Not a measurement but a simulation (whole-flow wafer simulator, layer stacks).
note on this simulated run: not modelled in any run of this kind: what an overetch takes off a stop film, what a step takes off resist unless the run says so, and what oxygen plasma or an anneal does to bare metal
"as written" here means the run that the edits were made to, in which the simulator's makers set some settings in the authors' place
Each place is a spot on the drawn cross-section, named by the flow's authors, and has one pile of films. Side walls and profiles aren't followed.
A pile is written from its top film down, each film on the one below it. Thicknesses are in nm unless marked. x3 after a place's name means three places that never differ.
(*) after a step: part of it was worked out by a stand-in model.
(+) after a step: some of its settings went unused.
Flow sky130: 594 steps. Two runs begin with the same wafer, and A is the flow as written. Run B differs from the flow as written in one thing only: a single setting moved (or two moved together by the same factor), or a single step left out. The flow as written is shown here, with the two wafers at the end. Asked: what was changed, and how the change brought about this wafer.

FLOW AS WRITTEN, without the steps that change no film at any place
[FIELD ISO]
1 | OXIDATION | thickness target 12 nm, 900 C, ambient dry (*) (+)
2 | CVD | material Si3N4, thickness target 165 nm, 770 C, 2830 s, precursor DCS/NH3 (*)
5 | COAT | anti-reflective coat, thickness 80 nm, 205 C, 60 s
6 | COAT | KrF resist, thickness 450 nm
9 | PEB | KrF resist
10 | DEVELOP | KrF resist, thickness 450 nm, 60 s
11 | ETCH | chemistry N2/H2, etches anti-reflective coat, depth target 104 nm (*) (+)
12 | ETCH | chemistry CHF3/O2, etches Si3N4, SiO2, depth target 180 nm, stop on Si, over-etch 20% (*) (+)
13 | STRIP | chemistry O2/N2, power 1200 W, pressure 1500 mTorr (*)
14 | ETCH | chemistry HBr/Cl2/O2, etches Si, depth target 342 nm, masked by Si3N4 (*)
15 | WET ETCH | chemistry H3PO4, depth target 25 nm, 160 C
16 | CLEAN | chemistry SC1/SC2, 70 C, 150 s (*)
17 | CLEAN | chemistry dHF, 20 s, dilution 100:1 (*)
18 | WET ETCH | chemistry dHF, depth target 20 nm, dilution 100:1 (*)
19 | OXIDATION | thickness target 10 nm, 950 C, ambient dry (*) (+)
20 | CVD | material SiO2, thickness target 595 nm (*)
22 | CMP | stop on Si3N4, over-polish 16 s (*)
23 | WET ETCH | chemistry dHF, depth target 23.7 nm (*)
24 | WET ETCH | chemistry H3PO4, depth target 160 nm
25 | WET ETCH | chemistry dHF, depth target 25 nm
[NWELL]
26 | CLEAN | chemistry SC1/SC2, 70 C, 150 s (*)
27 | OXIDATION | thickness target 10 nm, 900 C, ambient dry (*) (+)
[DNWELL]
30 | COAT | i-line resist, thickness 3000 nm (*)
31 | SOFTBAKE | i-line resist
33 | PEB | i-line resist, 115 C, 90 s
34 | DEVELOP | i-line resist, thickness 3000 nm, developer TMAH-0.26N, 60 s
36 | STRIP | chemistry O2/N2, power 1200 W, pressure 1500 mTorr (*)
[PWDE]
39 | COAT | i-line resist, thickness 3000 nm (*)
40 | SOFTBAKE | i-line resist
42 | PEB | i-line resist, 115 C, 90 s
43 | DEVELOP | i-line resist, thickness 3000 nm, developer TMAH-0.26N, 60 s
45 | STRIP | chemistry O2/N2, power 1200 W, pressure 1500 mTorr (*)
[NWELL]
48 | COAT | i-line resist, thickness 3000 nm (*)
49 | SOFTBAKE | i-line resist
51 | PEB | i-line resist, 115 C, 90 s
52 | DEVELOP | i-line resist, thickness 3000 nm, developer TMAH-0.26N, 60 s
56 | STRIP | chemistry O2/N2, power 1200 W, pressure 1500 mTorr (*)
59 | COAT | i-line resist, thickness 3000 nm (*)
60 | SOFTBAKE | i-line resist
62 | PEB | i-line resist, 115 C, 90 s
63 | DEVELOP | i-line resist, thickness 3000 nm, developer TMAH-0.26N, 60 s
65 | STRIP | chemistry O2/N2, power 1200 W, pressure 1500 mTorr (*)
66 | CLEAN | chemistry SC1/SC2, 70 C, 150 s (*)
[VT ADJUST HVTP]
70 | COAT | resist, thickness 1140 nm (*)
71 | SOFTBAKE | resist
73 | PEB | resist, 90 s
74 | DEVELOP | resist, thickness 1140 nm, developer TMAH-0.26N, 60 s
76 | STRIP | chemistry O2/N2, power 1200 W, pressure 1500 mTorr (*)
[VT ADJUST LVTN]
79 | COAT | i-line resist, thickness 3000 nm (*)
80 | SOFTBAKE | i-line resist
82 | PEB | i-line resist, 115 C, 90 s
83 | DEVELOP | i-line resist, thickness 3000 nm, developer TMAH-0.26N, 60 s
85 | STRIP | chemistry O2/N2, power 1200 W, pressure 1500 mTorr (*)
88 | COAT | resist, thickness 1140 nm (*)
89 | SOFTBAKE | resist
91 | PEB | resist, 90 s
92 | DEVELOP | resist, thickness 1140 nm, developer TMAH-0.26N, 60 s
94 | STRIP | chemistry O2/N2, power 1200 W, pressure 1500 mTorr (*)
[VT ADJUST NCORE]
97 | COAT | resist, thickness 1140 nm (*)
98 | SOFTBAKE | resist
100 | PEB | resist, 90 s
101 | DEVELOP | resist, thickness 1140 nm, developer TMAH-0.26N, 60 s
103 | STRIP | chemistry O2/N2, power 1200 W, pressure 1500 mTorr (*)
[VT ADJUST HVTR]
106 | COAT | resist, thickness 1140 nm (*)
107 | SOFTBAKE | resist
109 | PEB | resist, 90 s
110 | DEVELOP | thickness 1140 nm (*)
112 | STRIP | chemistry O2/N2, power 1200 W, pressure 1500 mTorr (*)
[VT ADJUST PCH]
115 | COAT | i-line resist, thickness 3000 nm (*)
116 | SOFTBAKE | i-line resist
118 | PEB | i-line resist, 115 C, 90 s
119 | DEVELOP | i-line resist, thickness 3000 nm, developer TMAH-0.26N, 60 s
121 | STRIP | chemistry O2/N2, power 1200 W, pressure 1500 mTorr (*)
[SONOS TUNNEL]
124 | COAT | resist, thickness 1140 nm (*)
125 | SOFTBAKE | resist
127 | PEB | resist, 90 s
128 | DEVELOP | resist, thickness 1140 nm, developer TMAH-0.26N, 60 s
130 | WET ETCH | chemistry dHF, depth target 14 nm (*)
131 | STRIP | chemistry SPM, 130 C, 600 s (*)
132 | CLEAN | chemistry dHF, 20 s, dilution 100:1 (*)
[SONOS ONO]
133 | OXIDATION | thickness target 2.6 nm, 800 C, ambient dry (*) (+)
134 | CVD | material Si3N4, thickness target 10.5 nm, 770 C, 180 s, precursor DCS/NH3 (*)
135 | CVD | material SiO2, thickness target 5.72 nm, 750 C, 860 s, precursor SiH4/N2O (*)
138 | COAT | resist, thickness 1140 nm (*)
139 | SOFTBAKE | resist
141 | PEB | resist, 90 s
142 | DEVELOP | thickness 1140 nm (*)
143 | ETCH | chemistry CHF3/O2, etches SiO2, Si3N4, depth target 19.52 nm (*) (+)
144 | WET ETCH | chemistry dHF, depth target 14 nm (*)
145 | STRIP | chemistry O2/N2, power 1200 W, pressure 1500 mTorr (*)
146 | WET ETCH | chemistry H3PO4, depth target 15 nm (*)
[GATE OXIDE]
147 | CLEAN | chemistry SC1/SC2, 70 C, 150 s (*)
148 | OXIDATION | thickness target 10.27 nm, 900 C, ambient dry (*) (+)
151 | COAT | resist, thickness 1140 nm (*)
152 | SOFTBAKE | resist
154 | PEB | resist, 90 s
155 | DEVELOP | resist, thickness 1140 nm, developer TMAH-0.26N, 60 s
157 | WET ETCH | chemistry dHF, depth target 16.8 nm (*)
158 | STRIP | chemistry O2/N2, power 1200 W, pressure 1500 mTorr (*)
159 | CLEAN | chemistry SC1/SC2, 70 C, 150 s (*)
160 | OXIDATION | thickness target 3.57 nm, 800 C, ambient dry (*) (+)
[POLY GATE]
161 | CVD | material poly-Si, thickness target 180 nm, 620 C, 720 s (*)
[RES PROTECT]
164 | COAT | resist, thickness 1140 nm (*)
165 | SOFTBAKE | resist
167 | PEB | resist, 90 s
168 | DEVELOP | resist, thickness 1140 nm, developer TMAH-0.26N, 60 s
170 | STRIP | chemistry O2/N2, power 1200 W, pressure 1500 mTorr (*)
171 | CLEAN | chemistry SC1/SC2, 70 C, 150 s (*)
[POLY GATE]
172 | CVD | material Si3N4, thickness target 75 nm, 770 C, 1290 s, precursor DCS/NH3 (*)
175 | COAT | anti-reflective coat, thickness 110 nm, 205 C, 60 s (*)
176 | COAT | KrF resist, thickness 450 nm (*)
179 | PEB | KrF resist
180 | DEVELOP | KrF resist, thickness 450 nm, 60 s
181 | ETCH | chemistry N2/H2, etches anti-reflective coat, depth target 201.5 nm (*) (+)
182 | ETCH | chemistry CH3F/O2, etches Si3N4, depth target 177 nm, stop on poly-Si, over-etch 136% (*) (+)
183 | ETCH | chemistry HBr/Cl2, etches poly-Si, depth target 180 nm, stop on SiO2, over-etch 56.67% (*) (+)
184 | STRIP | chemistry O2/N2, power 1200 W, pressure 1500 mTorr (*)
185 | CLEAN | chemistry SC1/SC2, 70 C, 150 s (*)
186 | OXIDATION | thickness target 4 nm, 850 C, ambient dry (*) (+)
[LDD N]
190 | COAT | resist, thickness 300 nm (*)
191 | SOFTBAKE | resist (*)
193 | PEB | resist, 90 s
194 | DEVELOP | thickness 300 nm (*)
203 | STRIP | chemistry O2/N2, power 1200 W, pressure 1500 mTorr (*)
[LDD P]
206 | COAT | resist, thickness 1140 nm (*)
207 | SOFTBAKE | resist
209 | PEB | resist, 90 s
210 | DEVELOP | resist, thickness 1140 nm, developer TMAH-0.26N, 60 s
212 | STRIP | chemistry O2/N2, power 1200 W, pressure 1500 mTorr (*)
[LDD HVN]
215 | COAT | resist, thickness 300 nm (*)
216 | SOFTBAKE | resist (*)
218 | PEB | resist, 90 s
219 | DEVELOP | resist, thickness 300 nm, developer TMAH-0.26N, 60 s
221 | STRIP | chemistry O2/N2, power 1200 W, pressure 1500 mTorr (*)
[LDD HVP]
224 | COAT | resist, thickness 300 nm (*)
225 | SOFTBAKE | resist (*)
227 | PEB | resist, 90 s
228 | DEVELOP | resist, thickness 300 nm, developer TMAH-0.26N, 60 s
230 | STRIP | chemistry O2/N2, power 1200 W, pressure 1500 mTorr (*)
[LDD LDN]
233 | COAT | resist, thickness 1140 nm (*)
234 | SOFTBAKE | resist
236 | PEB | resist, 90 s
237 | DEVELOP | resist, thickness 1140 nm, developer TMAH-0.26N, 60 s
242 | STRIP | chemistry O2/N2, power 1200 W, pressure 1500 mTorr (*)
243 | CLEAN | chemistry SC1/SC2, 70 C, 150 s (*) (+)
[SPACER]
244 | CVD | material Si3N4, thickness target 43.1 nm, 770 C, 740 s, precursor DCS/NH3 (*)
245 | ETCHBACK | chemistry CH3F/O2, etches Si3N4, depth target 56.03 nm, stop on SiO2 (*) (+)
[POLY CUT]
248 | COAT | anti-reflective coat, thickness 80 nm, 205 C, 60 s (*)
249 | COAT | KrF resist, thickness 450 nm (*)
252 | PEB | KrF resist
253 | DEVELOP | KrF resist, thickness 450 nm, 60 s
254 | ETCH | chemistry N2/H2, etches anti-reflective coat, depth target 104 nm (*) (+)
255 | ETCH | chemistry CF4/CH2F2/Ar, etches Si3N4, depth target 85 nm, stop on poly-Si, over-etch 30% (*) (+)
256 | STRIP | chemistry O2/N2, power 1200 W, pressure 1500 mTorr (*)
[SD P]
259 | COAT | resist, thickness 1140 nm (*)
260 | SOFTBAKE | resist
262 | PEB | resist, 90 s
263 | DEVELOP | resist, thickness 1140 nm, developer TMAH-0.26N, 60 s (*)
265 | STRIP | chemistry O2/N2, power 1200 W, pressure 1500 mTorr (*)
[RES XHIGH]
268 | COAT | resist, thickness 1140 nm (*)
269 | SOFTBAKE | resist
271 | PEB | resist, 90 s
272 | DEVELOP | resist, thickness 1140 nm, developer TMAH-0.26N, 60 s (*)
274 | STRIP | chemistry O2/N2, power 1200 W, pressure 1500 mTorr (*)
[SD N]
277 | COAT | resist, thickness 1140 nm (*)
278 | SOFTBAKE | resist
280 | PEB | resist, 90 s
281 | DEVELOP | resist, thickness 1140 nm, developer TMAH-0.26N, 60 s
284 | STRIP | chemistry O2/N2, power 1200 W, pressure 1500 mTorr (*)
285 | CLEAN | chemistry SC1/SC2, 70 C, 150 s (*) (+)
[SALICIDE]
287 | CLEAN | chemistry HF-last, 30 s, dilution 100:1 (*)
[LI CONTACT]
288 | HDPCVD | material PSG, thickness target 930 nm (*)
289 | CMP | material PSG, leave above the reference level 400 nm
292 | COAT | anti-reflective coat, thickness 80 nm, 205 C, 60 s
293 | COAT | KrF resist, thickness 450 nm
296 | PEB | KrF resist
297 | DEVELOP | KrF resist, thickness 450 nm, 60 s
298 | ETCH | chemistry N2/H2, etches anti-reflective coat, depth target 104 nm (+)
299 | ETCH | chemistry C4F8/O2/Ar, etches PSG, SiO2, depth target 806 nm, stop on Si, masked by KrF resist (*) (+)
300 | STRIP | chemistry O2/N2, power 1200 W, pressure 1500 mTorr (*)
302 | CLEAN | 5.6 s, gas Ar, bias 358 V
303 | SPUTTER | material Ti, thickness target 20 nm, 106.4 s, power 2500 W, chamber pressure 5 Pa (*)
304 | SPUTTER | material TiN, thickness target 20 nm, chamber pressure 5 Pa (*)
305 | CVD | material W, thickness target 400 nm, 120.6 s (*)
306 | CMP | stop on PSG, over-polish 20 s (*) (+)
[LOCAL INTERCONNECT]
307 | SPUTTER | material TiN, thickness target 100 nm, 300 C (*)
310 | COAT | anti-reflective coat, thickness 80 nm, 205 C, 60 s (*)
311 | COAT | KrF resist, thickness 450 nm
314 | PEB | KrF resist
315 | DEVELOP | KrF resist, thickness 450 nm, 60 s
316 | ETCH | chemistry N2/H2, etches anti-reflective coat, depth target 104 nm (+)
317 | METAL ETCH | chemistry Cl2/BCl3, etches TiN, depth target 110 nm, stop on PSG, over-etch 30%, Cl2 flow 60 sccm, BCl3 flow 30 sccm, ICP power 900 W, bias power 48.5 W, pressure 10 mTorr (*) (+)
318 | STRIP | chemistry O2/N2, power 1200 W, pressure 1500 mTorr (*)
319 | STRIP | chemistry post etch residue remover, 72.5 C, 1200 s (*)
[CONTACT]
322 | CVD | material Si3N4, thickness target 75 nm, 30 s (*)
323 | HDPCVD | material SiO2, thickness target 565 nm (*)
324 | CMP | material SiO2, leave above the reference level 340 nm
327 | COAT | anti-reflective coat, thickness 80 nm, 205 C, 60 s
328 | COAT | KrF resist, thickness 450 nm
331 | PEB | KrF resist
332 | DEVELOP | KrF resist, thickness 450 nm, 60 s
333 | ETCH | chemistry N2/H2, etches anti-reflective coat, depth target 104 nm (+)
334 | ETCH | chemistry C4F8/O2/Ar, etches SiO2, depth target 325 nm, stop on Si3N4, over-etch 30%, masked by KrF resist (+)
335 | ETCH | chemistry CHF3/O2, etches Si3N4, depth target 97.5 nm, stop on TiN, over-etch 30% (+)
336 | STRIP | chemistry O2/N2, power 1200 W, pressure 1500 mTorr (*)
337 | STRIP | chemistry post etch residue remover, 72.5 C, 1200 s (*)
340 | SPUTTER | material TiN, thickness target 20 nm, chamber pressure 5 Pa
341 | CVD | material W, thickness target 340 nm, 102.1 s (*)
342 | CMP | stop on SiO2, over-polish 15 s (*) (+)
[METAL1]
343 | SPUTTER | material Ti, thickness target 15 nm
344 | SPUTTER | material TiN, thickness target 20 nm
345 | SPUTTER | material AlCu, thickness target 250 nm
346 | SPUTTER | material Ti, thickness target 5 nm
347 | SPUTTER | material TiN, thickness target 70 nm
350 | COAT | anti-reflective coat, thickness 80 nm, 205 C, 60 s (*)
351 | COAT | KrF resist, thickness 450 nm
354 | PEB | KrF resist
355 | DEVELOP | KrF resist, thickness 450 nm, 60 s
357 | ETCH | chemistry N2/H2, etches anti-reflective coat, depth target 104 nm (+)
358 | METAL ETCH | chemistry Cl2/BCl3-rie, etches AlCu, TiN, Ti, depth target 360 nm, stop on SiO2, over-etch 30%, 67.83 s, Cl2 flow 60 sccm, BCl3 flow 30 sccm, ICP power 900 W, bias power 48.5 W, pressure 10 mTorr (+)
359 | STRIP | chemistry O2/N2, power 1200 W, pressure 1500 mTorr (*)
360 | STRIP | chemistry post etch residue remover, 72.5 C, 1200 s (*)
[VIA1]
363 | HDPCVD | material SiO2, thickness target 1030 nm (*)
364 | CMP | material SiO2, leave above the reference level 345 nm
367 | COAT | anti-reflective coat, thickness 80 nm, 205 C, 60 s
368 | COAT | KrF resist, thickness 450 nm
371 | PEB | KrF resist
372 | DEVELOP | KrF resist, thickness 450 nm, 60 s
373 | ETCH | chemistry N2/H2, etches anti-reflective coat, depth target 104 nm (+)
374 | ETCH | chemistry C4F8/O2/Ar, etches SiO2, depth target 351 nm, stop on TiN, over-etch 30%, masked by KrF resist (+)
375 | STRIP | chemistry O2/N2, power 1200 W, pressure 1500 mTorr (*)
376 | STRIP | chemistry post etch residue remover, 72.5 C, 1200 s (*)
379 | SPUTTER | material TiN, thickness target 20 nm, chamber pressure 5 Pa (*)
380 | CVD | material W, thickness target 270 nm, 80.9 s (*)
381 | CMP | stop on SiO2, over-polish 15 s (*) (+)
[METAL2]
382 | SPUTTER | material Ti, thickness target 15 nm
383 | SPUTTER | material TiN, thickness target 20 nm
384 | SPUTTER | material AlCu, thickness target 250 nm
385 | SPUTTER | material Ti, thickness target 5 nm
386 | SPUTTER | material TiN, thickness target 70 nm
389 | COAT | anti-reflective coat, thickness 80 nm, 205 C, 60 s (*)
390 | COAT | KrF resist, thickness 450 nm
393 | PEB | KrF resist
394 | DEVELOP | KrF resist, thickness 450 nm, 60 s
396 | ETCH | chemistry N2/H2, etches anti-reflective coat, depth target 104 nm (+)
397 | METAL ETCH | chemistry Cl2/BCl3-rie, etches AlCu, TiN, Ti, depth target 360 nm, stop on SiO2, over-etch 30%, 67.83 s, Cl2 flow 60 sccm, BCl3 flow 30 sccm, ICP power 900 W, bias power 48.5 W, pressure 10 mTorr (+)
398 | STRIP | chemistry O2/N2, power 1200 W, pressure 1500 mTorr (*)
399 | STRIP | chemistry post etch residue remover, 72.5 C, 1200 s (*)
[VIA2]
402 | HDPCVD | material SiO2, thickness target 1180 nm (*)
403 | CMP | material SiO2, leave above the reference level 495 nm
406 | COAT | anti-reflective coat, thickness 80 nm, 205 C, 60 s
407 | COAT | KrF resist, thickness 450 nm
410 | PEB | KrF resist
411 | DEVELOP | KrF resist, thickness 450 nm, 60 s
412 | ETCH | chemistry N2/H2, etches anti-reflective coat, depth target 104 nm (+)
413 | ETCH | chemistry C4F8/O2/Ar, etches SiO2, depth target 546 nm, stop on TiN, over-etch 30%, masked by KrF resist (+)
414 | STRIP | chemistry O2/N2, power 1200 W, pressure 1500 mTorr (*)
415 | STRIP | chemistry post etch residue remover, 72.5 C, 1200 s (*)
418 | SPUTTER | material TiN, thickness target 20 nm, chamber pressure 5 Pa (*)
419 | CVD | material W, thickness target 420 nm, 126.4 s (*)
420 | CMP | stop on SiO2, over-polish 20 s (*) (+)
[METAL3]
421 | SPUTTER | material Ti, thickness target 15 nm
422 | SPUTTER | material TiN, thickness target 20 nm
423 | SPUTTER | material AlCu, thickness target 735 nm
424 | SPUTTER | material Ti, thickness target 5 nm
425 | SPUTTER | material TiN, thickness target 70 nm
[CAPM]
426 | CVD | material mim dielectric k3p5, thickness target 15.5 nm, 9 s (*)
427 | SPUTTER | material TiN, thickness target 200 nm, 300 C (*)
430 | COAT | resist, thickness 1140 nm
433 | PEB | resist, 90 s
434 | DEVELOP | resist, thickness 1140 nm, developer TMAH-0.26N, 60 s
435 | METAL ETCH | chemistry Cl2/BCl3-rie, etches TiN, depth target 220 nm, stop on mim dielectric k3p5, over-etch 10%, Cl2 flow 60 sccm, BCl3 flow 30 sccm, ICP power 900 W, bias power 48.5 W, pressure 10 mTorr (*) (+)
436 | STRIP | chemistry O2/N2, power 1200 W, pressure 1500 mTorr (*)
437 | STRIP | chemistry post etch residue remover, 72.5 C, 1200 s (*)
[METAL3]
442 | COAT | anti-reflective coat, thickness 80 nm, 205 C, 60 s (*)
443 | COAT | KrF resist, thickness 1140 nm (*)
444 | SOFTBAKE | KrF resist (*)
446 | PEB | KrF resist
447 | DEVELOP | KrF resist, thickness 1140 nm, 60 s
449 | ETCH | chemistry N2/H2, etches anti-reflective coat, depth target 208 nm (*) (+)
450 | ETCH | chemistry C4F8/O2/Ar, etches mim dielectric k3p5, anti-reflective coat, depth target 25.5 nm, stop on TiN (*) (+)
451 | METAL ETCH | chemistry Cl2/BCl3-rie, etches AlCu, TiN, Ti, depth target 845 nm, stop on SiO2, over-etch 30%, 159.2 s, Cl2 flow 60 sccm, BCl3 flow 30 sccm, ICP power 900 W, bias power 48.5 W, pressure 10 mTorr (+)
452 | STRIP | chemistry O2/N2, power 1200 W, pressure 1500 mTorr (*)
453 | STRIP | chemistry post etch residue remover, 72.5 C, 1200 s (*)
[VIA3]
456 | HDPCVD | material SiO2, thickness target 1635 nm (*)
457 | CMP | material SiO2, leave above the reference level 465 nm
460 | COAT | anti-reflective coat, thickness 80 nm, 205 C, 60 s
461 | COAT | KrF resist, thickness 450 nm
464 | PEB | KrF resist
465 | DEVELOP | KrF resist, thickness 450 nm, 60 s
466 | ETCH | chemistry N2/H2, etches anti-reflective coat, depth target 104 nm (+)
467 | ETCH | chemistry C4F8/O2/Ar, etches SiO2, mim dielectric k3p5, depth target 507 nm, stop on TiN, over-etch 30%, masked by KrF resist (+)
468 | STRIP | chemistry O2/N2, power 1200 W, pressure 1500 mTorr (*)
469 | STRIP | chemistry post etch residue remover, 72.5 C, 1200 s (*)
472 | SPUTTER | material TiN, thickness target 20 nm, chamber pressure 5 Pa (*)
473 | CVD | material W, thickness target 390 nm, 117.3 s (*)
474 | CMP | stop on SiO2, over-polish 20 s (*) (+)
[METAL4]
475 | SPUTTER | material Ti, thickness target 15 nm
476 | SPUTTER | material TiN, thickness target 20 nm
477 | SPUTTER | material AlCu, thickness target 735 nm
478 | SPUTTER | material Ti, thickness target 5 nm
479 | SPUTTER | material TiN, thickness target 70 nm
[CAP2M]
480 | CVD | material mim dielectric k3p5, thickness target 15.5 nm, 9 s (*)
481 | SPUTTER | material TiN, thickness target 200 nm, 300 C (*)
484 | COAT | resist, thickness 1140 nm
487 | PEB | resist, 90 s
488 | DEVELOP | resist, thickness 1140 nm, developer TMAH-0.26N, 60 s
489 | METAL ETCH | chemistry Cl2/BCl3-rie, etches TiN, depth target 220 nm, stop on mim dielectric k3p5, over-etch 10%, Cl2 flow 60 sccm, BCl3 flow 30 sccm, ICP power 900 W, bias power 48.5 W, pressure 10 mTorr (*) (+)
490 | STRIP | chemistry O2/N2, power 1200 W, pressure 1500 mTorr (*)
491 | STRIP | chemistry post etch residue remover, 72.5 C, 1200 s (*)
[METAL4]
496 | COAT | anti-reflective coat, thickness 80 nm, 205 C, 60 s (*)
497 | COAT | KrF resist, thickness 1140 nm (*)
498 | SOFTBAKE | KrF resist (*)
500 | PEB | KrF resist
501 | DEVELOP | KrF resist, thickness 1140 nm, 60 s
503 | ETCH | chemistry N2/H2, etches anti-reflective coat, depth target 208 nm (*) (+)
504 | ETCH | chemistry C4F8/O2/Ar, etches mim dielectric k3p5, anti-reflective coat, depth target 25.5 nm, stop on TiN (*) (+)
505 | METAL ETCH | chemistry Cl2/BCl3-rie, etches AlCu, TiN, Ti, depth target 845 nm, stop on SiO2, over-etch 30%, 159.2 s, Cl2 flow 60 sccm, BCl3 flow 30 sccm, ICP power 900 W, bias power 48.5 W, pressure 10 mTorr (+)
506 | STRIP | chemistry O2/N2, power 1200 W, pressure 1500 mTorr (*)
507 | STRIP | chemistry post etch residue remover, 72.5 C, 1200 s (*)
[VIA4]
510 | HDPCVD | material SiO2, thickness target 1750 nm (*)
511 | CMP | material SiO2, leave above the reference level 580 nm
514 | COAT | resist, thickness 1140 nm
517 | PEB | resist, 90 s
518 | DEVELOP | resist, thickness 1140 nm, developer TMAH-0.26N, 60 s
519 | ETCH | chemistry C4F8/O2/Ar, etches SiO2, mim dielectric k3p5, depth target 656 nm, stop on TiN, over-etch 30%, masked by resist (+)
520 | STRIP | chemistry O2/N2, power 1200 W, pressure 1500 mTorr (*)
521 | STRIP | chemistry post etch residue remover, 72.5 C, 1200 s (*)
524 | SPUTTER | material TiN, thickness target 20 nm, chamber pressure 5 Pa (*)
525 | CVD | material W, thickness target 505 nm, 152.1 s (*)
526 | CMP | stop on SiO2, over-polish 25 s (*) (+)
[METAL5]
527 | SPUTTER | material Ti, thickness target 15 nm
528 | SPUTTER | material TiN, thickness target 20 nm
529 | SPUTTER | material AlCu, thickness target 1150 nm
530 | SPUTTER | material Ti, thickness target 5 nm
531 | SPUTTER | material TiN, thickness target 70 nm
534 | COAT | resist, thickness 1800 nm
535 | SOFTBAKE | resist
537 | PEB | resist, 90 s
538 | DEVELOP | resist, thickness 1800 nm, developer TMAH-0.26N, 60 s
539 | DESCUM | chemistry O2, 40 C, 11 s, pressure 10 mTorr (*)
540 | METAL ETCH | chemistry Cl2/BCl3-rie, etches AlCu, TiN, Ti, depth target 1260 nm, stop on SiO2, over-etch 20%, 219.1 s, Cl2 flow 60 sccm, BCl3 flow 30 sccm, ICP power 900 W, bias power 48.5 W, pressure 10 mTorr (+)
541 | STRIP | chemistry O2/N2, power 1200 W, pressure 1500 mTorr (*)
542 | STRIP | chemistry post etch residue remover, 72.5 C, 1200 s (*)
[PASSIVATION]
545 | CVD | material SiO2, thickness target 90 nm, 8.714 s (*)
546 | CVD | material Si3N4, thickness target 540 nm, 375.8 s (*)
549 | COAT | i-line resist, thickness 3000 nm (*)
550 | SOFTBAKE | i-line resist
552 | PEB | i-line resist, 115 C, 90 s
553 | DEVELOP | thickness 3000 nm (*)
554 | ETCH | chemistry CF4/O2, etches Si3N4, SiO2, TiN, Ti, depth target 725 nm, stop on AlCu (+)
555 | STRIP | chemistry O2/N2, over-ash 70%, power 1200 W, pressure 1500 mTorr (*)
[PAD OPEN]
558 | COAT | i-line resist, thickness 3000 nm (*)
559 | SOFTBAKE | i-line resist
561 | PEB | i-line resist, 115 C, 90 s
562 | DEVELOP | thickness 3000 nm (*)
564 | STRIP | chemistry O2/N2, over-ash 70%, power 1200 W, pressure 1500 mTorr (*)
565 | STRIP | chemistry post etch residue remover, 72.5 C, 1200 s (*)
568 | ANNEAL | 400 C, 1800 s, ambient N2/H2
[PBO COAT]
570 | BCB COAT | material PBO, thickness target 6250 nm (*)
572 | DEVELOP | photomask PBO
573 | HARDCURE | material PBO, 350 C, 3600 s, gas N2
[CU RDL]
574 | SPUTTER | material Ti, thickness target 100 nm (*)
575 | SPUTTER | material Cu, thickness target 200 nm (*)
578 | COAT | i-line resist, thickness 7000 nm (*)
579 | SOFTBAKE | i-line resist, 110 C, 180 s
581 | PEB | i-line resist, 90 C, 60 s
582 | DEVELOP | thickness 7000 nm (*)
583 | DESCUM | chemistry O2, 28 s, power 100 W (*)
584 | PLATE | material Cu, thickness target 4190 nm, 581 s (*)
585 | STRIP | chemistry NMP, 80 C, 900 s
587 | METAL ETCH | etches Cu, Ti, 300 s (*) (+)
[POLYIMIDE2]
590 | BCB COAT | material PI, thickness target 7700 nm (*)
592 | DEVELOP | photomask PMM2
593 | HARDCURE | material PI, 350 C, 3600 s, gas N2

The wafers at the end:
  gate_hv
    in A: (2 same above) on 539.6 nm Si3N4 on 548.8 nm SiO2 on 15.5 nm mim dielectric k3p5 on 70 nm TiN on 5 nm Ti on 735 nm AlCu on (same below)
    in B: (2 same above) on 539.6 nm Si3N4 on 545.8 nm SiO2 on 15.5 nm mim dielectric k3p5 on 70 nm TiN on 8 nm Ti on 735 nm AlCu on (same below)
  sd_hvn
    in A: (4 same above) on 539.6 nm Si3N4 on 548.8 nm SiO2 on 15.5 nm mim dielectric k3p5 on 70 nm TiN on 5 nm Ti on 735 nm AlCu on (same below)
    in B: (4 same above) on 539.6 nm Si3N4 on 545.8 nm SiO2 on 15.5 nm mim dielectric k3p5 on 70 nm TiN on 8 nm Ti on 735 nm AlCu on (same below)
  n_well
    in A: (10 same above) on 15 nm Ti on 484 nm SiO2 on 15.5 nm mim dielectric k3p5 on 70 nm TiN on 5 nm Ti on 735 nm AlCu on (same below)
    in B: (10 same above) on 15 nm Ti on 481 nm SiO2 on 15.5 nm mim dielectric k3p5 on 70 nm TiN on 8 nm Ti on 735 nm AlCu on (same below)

Cause: step 478, SPUTTER: thickness target 8 nm was run, while the flow as written has thickness target 5 nm.
One can read it off the wafer: gate_hv has Ti 8, and step 478 as written asks for 5 nm.

How this came from the change, step by step:
  478 | SPUTTER | material Ti, thickness target 5 nm
      field, active, n_well and 189 more: A Ti gains 5 (new film) | B Ti gains 8 (new film)
  505 | METAL ETCH | chemistry Cl2/BCl3-rie, etches AlCu, TiN, Ti, depth target 845 nm, stop on SiO2, over-etch 30%, 159.2 s, Cl2 flow 60 sccm, BCl3 flow 30 sccm, ICP power 900 W, bias power 48.5 W, pressure 10 mTorr (+)
      field, active, gate and 70 more: A TiN loses 70 (all of it), Ti loses 5 (all of it), AlCu loses 735 (all of it), TiN loses 20 (all of it), Ti loses 15 (all of it), SiO2 loses 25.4 | B TiN loses 70 (all of it), Ti loses 8 (all of it), AlCu loses 735 (all of it), TiN loses 20 (all of it), Ti loses 15 (all of it), SiO2 loses 25.1
      vpp_iso1, mim_edge_plate, m1_ln and 11 more: A TiN loses 70 (all of it), Ti loses 5 (all of it), AlCu loses 735 (all of it), TiN loses 20 (all of it), Ti loses 15 (all of it), SiO2 loses 25.3 | B TiN loses 70 (all of it), Ti loses 8 (all of it), AlCu loses 735 (all of it), TiN loses 20 (all of it), Ti loses 15 (all of it), SiO2 loses 25.1
      (as well as at 1 more place)
